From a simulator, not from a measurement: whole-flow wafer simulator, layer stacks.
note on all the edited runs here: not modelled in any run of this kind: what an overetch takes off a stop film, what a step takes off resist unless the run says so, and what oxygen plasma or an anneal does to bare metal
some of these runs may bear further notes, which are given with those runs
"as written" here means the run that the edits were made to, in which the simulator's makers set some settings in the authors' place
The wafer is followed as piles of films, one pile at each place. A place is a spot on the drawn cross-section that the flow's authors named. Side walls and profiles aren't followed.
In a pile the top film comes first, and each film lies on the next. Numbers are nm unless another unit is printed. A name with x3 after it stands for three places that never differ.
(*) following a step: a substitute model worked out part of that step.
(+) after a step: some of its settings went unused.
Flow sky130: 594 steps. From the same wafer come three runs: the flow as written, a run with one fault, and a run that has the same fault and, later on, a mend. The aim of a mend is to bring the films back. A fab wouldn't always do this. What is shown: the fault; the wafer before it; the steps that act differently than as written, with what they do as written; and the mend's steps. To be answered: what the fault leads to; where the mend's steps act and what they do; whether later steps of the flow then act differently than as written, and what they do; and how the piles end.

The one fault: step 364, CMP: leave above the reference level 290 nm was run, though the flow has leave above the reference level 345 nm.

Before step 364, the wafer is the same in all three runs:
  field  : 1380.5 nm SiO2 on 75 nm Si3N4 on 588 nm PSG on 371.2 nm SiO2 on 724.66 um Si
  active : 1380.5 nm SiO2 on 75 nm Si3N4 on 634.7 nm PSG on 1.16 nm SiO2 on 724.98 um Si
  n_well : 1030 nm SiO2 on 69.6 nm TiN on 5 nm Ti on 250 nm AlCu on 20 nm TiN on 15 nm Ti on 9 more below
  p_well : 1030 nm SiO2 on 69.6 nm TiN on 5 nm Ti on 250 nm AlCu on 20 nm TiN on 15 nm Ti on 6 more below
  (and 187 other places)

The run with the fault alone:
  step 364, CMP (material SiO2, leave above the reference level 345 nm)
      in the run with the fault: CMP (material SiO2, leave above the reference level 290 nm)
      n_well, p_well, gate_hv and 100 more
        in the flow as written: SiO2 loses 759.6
        in the run with the fault: SiO2 loses 814.6
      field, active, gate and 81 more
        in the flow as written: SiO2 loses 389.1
        in the run with the fault: SiO2 loses 444.1
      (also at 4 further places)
  Steps further on in the flow that do not act as written (7 other steps are not shown; they differ only slightly, by no more than 2% or 0.5 nm, whichever is larger):
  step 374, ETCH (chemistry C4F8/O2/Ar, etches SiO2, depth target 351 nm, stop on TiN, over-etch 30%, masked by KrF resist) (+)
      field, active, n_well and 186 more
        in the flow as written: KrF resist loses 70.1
        in the run with the fault: KrF resist loses 55.8
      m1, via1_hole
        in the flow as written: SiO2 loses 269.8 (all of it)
        in the run with the fault: SiO2 loses 214.8 (all of it)
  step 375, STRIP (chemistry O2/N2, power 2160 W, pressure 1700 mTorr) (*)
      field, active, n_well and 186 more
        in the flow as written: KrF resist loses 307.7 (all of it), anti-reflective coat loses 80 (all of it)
        in the run with the fault: KrF resist loses 322 (all of it), anti-reflective coat loses 80 (all of it)
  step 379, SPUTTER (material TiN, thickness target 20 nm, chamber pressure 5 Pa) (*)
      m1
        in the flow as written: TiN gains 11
        in the run with the fault: TiN gains 12.1
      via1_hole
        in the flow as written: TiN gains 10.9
        in the run with the fault: TiN gains 12
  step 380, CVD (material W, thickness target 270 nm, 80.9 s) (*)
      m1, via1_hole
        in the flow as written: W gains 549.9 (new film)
        in the run with the fault: W gains 493.8 (new film)
  The piles end different from the flow's at n_well, p_well, gate_hv and 111 more by more than 2% or 0.5 nm, whichever is larger.
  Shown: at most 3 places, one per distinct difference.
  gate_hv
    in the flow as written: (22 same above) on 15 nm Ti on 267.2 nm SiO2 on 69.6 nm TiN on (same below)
    in the run with the fault: (22 same above) on 15 nm Ti on 212.2 nm SiO2 on 69.6 nm TiN on (same below)
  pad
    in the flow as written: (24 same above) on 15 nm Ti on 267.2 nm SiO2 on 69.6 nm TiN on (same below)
    in the run with the fault: (24 same above) on 15 nm Ti on 212.2 nm SiO2 on 69.6 nm TiN on (same below)
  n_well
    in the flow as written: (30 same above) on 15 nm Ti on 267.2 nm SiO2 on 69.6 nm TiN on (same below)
    in the run with the fault: (30 same above) on 15 nm Ti on 212.2 nm SiO2 on 69.6 nm TiN on (same below)

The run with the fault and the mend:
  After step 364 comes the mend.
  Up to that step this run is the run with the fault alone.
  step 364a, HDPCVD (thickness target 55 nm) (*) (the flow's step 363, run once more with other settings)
      field, active, n_well and 188 more
        SiO2 gains 55
  None of the later steps of the flow differs from how it acts as written, at any place that is followed, by more than 2% or 0.5 nm, whichever is larger.
  At every place that both follow, the piles at the end match the flow's.
